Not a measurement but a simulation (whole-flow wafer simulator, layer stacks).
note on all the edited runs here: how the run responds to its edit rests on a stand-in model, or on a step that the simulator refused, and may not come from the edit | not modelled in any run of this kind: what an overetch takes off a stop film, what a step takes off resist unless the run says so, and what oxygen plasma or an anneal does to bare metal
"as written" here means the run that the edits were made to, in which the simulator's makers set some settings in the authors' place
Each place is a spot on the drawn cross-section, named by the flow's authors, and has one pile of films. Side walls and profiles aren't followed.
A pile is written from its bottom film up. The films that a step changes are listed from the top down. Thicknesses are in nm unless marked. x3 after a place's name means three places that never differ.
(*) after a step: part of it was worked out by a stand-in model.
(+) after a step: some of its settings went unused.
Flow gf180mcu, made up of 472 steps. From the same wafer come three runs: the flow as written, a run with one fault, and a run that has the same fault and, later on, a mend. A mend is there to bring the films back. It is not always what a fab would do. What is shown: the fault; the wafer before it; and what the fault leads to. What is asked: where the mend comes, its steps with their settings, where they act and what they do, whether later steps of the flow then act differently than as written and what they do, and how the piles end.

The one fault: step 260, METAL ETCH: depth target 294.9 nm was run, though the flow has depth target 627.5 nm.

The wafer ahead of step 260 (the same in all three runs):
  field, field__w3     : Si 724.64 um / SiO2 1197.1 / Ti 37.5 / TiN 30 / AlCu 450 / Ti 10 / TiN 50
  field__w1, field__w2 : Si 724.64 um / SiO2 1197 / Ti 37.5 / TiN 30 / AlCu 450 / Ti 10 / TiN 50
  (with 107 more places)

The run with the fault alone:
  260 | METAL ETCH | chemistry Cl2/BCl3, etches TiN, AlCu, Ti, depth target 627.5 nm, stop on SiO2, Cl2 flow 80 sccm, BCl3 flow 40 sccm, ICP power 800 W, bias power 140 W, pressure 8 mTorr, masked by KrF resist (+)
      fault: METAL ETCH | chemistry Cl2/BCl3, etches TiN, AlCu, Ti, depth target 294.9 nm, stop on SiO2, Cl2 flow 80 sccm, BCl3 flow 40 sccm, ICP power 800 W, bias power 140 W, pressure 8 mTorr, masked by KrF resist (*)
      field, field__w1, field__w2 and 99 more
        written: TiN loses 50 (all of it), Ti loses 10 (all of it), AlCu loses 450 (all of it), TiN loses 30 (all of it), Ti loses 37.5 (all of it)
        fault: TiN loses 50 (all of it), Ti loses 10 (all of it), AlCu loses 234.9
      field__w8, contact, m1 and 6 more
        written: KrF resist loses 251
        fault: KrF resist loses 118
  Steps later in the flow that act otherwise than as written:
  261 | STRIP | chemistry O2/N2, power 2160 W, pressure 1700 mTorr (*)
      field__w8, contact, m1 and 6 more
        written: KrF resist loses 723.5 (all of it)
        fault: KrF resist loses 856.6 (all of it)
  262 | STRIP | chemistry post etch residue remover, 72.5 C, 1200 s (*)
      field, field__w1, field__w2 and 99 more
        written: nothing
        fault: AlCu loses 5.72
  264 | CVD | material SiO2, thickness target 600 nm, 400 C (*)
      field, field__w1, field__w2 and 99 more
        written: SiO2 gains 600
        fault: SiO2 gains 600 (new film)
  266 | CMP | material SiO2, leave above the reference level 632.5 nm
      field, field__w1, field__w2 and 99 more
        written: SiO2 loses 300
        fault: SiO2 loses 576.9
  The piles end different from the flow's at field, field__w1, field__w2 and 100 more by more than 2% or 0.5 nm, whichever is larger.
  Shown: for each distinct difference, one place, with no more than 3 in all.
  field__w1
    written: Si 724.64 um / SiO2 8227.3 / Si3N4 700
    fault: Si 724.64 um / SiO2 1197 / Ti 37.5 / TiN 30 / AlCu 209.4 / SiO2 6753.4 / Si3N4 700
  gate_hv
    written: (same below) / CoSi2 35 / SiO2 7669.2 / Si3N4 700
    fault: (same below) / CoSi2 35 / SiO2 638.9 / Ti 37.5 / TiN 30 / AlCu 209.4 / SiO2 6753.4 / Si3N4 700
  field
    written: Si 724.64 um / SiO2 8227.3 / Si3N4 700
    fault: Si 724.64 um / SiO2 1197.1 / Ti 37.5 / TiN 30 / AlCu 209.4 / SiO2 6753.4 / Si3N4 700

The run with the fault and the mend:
  The mend stands after step 262.
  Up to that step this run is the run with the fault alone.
  262a | DEHYDRATE | 200 C, 60 s (the flow's step 253, run once more)
      alters no film at any place that is followed
  262b | HMDS | 120 C, 60 s (the flow's step 254, run once more)
      alters no film at any place that is followed
  262c | COAT | KrF resist, thickness 1000 nm (*) (the flow's step 255, run once more)
      iso_ptap_pw, iso_ntap_nw, iso_nw_fld and 33 more
        KrF resist gains 1000 (new film)
      field__w5, field__w9, field__w10 and 15 more
        KrF resist gains 1002 (new film)
      field__w6, field_sub__w2, field_sub__w4 and 15 more
        KrF resist gains 1001.9 (new film)
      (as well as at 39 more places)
  262d | SOFTBAKE | KrF resist (the flow's step 256, run once more)
      alters no film at any place that is followed
  262e | EXPOSE | photomask Metal1 (the flow's step 257, run once more)
      alters no film at any place that is followed
  262f | PEB | KrF resist, 135 C, 90 s (the flow's step 258, run once more)
      field__w1, field__w2, field__w3 and 57 more
        KrF resist loses 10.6
      iso_ptap_pw, iso_ntap_nw, iso_nw_fld and 33 more
        KrF resist loses 10.5
      sd_p, gate_p, nw_sep_fld
        KrF resist loses 10.7
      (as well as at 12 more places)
  262g | DEVELOP | thickness 1000 nm, 60 s (the flow's step 259, run once more)
      iso_ptap_pw, iso_ntap_nw, iso_nw_fld and 33 more
        KrF resist loses 989.5 (all of it)
      field_sub__w2, field_sub__w4, ld_sd_n and 12 more
        KrF resist loses 991.3 (all of it)
      field__w5, field__w6, field__w9 and 9 more
        KrF resist loses 991.4 (all of it)
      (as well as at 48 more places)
  262h | METAL ETCH | chemistry Cl2/BCl3, etches TiN, AlCu, Ti, depth target 332.6 nm, stop on SiO2, Cl2 flow 80 sccm, BCl3 flow 40 sccm, ICP power 800 W, bias power 140 W, pressure 8 mTorr, masked by KrF resist (+) (the flow's step 260, run once more with other settings)
      field, field__w1, field__w2 and 99 more
        AlCu loses 209.4 (all of it), TiN loses 30 (all of it), Ti loses 37.5 (all of it)
      field__w8, contact, m1 and 6 more
        KrF resist loses 133
  262i | STRIP | chemistry O2/N2, power 2160 W, pressure 1700 mTorr (*) (the flow's step 261, run once more)
      field__w8
        KrF resist loses 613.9 (all of it)
      contact
        KrF resist loses 612.2 (all of it)
      m1
        KrF resist loses 613.8 (all of it)
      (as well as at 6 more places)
  262j | STRIP | chemistry post etch residue remover, 72.5 C, 1200 s (*) (the flow's step 262, run once more)
      field__w8, contact, m1 and 6 more
        TiN loses 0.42
  Later steps of the flow that are run all act as written at every place that is followed, up to a difference of at most 2% or 0.5 nm, whichever is larger.
  At the end the piles are close to the flow's at the places that both follow, differing by at most 2% or 0.5 nm, whichever is larger.
